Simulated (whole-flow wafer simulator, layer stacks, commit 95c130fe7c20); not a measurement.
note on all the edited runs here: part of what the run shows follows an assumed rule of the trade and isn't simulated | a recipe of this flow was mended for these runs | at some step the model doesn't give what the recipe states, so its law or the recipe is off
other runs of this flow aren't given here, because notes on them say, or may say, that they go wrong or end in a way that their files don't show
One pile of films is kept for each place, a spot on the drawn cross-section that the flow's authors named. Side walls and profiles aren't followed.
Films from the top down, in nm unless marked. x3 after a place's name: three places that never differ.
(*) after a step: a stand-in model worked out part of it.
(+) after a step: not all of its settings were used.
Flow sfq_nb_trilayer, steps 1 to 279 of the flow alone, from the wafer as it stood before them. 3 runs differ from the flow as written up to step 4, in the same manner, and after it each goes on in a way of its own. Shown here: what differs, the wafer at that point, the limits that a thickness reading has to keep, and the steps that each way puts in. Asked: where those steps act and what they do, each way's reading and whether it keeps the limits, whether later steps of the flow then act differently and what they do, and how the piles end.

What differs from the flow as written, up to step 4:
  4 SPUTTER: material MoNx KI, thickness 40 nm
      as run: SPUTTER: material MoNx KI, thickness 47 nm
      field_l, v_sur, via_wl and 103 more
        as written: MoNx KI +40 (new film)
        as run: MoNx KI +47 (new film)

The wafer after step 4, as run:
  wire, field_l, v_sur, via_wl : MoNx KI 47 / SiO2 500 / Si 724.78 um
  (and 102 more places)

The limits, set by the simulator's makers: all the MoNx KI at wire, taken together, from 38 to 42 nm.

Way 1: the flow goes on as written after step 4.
  The reading after step 4: 47 nm, outside the limits.
  Later steps of the flow that act differently than as written (13 more steps differ only slightly, by at most 2% or 0.5 nm, whichever is larger, and aren't shown):
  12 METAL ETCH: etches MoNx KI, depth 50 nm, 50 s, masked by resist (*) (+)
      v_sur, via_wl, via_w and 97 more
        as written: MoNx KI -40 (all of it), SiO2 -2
        this way: MoNx KI -47 (all of it), SiO2 -0.6
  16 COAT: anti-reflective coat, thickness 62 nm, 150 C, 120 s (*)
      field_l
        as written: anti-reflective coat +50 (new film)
        this way: anti-reflective coat +48.4 (new film)
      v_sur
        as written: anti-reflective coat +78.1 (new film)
        this way: anti-reflective coat +80.3 (new film)
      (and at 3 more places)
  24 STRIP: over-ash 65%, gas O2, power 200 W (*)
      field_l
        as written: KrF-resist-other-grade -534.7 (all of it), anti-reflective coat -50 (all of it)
        this way: KrF-resist-other-grade -533.8 (all of it), anti-reflective coat -48.4 (all of it)
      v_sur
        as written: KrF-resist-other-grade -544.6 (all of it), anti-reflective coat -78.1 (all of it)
        this way: KrF-resist-other-grade -544.9 (all of it), anti-reflective coat -80.3 (all of it)
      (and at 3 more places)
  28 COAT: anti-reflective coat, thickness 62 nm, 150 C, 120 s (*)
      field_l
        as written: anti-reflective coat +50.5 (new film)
        this way: anti-reflective coat +49.3 (new film)
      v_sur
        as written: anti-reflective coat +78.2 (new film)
        this way: anti-reflective coat +80.4 (new film)
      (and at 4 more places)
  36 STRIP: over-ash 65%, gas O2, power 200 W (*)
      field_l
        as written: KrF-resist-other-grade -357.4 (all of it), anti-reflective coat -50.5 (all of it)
        this way: KrF-resist-other-grade -356.4 (all of it), anti-reflective coat -49.3 (all of it)
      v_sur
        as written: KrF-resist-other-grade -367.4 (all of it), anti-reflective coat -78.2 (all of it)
        this way: KrF-resist-other-grade -367.9 (all of it), anti-reflective coat -80.4 (all of it)
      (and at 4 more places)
  At the end the piles differ from the flow's by more than 2% or 0.5 nm, whichever is larger, at field_l, l0_sur, l0v, l0r_line_l, l0r_line_c, l0r_line_r.
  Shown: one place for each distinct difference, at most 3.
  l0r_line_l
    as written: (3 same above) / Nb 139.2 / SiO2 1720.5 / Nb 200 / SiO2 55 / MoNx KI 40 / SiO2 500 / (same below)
    this way: (3 same above) / Nb 139.2 / SiO2 1714.9 / Nb 200 / SiO2 55 / MoNx KI 47 / SiO2 500 / (same below)
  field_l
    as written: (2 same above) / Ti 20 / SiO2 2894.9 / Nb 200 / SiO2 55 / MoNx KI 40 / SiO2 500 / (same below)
    this way: (2 same above) / Ti 20 / SiO2 2889.3 / Nb 200 / SiO2 55 / MoNx KI 47 / SiO2 500 / (same below)
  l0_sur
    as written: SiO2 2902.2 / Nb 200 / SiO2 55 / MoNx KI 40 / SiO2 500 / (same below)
    this way: SiO2 2896.6 / Nb 200 / SiO2 55 / MoNx KI 47 / SiO2 500 / (same below)

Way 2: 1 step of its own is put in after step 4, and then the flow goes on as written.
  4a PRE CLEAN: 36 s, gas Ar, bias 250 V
      field_l, v_sur, via_wl and 103 more
        MoNx KI -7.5
  The reading after step 4a: 39.5 nm, within the limits.
  No later step of the flow acts differently than as written, at any place that is followed, by more than 2% or 0.5 nm, whichever is larger.
  At the end the piles differ from the flow's only slightly at the places that both follow, by at most 2% or 0.5 nm, whichever is larger.

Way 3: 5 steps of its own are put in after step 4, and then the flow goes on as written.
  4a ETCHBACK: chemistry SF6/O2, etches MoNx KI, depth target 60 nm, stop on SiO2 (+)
      field_l, v_sur, via_wl and 103 more
        MoNx KI -47 (all of it), SiO2 -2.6
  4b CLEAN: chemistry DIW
      changes no film at any place that is followed
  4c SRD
      changes no film at any place that is followed
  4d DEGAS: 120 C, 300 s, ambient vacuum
      changes no film at any place that is followed
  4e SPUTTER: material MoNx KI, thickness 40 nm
      field_l, v_sur, via_wl and 103 more
        MoNx KI +40 (new film)
  The reading after step 4e: 40 nm, within the limits.
  No later step of the flow acts differently than as written, at any place that is followed, by more than 2% or 0.5 nm, whichever is larger.
  At the end the piles differ from the flow's only slightly at the places that both follow, by at most 2% or 0.5 nm, whichever is larger.

Within the limits: way 2, way 3. Outside them: way 1.
